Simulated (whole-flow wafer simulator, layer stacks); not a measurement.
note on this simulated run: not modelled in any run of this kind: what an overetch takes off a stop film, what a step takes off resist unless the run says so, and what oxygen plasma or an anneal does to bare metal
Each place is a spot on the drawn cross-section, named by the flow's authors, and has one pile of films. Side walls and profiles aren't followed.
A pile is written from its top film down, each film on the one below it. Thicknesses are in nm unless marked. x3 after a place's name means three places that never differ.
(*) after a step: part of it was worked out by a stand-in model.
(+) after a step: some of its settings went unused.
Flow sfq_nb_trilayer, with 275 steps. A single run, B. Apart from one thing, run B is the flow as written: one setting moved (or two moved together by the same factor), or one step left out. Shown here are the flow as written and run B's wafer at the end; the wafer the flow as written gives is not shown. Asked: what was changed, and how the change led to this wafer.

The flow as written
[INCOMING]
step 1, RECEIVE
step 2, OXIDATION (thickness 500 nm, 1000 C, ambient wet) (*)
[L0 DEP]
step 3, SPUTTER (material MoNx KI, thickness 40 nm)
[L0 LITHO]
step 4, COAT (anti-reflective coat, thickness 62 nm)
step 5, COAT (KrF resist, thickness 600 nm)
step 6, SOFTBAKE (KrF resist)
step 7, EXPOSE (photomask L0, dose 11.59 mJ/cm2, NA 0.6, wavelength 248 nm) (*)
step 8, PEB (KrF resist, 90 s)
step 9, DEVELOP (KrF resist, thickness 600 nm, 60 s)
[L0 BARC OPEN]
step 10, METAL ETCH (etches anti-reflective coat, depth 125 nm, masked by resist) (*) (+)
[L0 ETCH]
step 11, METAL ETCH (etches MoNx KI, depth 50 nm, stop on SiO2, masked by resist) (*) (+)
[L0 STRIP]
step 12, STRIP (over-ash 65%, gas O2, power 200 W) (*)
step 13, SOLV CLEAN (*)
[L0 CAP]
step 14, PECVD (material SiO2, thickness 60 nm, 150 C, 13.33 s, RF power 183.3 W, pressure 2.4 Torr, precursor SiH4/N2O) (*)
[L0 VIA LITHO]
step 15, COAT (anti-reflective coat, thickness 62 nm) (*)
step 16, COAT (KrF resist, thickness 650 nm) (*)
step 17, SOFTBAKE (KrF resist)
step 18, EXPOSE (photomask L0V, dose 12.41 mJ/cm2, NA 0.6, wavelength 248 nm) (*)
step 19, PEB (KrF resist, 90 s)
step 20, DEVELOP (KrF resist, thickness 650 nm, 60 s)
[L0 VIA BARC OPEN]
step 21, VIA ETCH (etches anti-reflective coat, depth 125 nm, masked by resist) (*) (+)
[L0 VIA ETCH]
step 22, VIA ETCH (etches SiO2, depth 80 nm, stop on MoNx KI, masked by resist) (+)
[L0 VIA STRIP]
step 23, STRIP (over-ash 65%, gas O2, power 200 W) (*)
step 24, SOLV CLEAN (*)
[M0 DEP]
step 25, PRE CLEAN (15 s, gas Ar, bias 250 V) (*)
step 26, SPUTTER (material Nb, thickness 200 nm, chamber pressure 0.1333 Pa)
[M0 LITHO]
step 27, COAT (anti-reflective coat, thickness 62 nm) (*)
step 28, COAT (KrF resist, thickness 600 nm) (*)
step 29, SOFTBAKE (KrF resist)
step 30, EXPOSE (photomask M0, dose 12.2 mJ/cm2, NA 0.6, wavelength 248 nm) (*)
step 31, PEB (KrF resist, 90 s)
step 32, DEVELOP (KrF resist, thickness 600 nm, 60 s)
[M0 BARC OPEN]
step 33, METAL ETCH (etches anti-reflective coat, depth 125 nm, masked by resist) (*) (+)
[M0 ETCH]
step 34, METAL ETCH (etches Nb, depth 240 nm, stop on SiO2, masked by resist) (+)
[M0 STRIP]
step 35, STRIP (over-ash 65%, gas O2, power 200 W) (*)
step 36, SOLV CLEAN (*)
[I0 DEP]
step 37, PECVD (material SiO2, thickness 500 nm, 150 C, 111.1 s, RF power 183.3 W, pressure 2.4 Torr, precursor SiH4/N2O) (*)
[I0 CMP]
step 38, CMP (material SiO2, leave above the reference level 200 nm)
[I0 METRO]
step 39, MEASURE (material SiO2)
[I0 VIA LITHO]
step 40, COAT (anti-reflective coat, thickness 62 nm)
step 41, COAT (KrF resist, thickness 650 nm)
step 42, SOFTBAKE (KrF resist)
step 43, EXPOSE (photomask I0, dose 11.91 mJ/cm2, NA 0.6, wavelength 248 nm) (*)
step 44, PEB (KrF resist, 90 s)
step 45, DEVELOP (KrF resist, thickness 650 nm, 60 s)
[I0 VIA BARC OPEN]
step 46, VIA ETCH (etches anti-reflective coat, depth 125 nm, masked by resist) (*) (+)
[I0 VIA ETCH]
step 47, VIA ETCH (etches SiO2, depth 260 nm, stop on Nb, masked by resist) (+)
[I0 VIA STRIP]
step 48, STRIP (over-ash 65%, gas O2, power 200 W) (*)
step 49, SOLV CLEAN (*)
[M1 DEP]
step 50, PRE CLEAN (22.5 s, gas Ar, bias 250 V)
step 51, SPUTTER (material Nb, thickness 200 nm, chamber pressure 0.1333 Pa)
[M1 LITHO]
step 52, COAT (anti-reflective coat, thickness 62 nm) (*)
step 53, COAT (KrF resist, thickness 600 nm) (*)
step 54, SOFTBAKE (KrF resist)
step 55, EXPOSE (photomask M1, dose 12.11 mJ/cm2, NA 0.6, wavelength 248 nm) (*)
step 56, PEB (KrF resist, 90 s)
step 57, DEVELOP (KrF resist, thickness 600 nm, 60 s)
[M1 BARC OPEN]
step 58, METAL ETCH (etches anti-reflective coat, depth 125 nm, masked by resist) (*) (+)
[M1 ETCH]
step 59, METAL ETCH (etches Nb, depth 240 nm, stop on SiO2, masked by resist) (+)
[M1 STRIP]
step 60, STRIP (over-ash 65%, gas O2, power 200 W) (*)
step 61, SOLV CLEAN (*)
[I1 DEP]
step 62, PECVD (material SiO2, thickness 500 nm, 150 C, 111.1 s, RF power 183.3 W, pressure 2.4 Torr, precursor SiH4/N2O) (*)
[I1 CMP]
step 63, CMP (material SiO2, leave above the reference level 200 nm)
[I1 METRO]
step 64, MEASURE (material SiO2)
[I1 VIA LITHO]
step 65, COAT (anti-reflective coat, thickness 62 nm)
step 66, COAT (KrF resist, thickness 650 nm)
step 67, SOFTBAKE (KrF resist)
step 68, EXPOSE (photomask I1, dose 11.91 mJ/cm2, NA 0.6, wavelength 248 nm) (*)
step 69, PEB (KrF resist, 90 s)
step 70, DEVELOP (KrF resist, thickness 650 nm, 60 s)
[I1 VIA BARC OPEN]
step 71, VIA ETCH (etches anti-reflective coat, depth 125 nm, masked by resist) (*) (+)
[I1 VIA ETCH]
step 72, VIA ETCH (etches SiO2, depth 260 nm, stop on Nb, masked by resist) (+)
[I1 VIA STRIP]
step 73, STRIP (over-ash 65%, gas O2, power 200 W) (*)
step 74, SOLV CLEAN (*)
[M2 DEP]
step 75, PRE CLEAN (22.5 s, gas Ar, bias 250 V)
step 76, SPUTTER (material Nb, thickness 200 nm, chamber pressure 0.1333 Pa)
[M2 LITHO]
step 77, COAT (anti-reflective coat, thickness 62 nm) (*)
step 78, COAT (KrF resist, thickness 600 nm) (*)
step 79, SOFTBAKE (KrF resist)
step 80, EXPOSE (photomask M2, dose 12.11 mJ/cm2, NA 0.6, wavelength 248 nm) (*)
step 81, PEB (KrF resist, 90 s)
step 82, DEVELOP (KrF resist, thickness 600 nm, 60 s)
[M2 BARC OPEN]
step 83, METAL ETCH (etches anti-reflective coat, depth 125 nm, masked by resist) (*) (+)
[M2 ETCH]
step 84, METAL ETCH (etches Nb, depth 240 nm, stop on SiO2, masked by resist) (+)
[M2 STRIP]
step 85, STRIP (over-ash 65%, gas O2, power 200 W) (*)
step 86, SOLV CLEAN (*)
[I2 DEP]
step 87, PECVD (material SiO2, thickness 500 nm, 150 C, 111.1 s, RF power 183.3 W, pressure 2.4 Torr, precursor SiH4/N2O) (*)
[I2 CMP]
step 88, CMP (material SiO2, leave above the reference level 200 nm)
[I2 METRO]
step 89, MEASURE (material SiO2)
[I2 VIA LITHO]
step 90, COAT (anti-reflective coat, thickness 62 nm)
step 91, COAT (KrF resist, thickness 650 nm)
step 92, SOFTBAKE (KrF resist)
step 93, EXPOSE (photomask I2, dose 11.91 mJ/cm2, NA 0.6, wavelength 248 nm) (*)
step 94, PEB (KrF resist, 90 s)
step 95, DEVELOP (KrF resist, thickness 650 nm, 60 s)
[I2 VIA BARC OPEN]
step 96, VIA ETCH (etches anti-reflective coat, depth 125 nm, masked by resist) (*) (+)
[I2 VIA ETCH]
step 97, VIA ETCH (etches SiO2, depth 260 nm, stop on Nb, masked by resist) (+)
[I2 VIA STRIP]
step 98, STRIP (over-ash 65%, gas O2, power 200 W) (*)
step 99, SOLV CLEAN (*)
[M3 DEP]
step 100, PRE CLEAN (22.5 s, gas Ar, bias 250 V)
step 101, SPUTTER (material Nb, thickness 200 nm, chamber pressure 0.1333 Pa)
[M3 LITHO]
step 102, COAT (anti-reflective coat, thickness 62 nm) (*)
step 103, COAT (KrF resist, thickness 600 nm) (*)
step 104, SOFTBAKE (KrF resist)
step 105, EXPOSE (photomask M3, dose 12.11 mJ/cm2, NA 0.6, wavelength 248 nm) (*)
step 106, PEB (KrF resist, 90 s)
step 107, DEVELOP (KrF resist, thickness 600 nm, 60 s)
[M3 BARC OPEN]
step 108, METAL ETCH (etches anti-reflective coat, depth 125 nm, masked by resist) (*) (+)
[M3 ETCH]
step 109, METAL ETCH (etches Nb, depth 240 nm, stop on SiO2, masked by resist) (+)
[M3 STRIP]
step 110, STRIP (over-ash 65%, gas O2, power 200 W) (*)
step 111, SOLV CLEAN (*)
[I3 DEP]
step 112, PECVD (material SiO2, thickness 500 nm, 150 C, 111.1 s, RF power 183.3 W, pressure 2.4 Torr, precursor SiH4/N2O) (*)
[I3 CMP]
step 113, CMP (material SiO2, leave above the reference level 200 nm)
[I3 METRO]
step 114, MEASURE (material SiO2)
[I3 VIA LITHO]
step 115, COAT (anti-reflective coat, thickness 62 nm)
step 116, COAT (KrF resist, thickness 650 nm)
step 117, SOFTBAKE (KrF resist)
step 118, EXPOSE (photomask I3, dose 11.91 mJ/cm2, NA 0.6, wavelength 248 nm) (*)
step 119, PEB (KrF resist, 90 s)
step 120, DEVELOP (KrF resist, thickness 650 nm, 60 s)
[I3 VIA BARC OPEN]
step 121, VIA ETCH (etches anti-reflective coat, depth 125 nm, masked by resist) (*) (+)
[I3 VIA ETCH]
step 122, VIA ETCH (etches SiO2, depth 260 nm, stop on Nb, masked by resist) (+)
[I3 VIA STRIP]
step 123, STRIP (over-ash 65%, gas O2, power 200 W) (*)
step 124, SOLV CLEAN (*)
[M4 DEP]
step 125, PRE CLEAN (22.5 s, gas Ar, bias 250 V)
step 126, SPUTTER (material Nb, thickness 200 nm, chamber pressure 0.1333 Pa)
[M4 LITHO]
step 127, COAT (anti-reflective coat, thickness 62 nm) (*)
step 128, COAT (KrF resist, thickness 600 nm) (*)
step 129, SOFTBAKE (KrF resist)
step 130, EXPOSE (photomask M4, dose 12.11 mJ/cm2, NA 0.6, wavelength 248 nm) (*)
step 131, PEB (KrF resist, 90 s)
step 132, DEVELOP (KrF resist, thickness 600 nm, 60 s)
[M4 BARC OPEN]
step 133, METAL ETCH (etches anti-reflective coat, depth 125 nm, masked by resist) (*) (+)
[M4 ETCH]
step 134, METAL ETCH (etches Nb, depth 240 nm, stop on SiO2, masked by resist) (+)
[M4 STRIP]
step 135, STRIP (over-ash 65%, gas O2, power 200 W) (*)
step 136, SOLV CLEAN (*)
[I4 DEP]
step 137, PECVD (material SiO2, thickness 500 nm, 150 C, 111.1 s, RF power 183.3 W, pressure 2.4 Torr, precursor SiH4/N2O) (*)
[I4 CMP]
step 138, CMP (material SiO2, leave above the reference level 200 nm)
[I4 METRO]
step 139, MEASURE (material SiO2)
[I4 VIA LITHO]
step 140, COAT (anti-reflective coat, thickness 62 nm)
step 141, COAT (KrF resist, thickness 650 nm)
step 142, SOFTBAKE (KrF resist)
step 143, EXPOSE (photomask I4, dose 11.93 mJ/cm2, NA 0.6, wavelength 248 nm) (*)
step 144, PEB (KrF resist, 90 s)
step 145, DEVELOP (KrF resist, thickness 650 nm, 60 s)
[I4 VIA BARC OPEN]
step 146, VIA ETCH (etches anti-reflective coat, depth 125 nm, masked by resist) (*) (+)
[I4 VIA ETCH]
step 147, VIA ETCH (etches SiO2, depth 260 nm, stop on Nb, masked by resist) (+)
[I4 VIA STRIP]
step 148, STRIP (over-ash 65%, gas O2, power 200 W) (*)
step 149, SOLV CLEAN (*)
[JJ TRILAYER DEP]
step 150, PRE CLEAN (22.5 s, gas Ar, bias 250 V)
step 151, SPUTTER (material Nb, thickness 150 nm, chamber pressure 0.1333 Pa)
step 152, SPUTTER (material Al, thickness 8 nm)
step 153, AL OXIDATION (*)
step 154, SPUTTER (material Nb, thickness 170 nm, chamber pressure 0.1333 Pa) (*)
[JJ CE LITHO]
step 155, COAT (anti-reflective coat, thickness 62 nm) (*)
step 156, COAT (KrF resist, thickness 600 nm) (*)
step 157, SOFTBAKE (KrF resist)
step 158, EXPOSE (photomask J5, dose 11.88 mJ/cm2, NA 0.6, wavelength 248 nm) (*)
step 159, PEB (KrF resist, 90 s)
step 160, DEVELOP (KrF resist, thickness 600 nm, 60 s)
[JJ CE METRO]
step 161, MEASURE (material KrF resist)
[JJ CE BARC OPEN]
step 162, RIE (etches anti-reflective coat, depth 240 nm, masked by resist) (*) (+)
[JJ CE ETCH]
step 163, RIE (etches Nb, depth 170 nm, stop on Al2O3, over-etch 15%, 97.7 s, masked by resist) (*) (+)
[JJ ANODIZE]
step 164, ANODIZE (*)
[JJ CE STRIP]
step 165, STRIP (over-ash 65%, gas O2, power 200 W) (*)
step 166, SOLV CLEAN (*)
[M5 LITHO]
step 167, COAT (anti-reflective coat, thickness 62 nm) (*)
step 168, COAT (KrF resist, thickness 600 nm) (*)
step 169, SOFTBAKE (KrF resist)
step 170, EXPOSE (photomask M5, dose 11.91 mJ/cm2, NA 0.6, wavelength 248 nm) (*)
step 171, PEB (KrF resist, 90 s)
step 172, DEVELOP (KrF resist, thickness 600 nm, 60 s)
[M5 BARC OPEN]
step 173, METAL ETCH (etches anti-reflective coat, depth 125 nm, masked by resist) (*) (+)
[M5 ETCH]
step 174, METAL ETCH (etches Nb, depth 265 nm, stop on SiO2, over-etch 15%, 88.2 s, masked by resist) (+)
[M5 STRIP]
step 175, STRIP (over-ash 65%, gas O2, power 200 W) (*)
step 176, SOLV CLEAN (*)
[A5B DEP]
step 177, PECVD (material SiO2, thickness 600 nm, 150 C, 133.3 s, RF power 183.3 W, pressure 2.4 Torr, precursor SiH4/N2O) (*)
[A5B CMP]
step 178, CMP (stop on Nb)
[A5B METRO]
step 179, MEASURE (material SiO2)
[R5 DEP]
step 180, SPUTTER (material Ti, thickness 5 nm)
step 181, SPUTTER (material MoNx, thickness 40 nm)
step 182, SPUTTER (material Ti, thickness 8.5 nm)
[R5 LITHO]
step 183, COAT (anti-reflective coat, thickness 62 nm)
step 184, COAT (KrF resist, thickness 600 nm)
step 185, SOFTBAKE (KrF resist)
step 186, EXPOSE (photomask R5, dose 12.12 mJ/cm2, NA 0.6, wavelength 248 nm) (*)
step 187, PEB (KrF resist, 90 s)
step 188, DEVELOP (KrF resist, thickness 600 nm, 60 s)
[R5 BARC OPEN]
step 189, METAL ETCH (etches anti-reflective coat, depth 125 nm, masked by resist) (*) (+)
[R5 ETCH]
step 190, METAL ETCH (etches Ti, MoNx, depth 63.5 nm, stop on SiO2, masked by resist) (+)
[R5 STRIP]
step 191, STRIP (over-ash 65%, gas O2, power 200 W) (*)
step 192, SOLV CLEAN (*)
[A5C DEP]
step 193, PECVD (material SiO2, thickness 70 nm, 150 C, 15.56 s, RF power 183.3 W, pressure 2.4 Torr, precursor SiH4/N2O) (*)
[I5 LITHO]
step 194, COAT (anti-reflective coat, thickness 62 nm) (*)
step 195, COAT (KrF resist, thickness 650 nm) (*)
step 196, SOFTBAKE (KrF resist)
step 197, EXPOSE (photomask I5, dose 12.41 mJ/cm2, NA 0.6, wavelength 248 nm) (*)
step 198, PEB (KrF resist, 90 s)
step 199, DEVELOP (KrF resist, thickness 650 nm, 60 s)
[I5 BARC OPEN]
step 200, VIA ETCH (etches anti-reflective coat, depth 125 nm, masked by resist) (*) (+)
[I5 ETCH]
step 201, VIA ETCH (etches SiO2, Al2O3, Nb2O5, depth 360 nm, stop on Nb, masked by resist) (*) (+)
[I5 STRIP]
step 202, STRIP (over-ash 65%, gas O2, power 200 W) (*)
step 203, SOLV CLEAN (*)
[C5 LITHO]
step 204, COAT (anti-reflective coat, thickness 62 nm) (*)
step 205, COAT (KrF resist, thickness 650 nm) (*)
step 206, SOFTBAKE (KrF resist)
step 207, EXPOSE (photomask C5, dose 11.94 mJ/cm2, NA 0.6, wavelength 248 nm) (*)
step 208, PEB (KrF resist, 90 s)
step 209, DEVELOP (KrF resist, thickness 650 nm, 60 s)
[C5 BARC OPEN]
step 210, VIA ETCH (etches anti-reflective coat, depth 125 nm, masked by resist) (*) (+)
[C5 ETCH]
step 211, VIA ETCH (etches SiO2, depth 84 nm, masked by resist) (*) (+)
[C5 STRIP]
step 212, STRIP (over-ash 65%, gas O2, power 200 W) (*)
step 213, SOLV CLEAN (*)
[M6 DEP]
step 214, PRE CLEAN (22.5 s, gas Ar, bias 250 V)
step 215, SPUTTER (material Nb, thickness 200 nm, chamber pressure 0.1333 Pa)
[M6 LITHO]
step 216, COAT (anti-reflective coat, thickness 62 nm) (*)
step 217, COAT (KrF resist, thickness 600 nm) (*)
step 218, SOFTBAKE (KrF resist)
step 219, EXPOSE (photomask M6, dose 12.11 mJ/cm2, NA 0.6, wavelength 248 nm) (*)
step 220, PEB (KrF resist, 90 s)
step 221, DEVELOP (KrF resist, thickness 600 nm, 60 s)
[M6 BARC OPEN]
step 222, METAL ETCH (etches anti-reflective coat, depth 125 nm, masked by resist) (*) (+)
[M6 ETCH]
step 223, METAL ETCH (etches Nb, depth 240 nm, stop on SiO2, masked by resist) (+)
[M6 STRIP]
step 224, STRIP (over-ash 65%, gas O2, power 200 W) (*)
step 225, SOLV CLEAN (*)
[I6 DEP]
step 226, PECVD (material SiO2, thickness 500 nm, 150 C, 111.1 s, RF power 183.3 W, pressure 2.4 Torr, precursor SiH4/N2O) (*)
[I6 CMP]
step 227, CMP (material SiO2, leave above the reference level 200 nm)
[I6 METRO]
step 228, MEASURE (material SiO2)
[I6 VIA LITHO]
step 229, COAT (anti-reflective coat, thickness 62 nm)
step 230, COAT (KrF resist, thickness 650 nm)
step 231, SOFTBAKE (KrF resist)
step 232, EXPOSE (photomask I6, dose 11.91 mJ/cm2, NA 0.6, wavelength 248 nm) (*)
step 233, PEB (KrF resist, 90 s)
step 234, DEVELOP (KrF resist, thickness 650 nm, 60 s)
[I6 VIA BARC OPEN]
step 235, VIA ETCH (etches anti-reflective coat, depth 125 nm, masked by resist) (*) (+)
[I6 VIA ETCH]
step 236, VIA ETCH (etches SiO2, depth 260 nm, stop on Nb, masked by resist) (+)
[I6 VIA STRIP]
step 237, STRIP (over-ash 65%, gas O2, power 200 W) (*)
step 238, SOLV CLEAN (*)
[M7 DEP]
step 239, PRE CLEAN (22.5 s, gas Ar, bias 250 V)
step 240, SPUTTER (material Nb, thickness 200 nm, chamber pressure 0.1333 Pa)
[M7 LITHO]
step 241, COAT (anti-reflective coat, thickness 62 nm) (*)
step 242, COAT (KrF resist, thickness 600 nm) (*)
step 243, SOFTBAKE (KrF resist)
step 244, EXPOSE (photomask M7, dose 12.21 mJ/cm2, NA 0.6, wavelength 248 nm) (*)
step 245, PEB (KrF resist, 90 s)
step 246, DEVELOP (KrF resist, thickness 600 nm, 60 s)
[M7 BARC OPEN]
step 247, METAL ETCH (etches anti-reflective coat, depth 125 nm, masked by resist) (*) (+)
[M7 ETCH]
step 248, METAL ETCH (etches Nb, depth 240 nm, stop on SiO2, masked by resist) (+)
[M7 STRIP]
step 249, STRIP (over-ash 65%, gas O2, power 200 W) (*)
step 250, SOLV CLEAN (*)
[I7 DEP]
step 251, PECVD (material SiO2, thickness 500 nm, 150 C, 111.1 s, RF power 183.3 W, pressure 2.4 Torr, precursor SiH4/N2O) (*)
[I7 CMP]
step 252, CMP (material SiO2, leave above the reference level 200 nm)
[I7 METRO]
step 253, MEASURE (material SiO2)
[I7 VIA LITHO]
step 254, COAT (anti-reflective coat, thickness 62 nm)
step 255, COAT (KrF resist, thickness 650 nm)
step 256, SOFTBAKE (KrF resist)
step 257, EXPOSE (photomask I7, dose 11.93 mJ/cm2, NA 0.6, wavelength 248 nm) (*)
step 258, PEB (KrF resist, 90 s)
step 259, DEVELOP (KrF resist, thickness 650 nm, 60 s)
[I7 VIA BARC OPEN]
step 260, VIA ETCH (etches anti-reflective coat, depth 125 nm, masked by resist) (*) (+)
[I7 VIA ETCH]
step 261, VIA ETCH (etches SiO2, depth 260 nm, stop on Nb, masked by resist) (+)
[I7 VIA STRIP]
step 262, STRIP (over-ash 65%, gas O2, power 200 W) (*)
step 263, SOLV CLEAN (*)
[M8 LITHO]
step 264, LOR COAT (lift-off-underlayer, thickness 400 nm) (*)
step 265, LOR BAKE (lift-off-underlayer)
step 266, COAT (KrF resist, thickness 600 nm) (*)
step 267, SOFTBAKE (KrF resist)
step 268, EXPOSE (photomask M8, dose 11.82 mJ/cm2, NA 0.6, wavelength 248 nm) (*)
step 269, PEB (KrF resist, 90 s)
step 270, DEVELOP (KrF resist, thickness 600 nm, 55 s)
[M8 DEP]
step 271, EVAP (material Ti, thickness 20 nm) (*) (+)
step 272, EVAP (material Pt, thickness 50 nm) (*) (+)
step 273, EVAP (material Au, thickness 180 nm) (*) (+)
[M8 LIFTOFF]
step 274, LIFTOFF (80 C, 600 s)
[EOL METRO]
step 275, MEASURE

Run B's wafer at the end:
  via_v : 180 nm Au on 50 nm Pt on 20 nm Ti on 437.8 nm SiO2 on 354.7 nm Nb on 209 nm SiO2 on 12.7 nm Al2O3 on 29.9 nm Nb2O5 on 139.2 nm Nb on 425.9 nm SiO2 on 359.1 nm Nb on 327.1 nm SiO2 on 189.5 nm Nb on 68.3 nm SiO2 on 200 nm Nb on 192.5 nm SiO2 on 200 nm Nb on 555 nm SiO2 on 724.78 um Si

What caused this: step 72, VIA ETCH: depth 124 nm was run, though the flow has depth 260 nm.

The path from the change to this, step by step:
  step 72, VIA ETCH (etches SiO2, depth 260 nm, stop on Nb, masked by resist) (+)
      via_v: -124 SiO2 (it would be, as written: -199.8 SiO2 (all of it))
      field_l, v_sur, via_wl and 102 more: -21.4 KrF resist (it would be, as written: -44.8 KrF resist)
  step 73, STRIP (over-ash 65%, gas O2, power 200 W) (*)
      field_l, v_sur, via_wl and 102 more: -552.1 KrF resist (all of it), -62 anti-reflective coat (all of it) (it would be, as written: -528.6 KrF resist (all of it), -62 anti-reflective coat (all of it))
  step 75, PRE CLEAN (22.5 s, gas Ar, bias 250 V)
      via_v: -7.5 SiO2 (it would be, as written: -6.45 Nb)
  step 76, SPUTTER (material Nb, thickness 200 nm, chamber pressure 0.1333 Pa)
      via_v: +189.5 Nb (new film) (it would be, as written: +174.5 Nb)
  step 77, COAT (anti-reflective coat, thickness 62 nm) (*)
      via_sp: +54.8 anti-reflective coat (new film) (it would be, as written: +53.2 anti-reflective coat (new film))
      via_v: +106.1 anti-reflective coat (new film) (it would be, as written: +123.1 anti-reflective coat (new film))
      (as well as at 1 more place)
  step 78, COAT (KrF resist, thickness 600 nm) (*)
      via_v: +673 KrF resist (new film) (it would be, as written: +733.7 KrF resist (new film))
  step 85, STRIP (over-ash 65%, gas O2, power 200 W) (*)
      via_sp: -379.3 KrF resist (all of it), -54.8 anti-reflective coat (all of it) (it would be, as written: -374.4 KrF resist (all of it), -53.2 anti-reflective coat (all of it))
      via_v: -455.2 KrF resist (all of it), -106.1 anti-reflective coat (all of it) (it would be, as written: -515.8 KrF resist (all of it), -123.1 anti-reflective coat (all of it))
      (as well as at 1 more place)
  step 87, PECVD (material SiO2, thickness 500 nm, 150 C, 111.1 s, RF power 183.3 W, pressure 2.4 Torr, precursor SiH4/N2O) (*)
      via_v: +500 SiO2 (new film) (it would be, as written: +606 SiO2 (new film))
  step 88, CMP (material SiO2, leave above the reference level 200 nm)
      via_v: -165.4 SiO2 (it would be, as written: -181.6 SiO2)
Taking metal films that touch as one body, via_v has 7 bodies (between them, from the top down: SiO2 437.8; SiO2 209 / Al2O3 12.7 / Nb2O5 29.9; SiO2 425.9; SiO2 327.1; SiO2 68.3; SiO2 192.5); the flow as written gives 6 bodies (between them, from the top down: SiO2 437.8; SiO2 209 / Al2O3 12.7 / Nb2O5 29.9; SiO2 425.9; SiO2 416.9; SiO2 192.5).
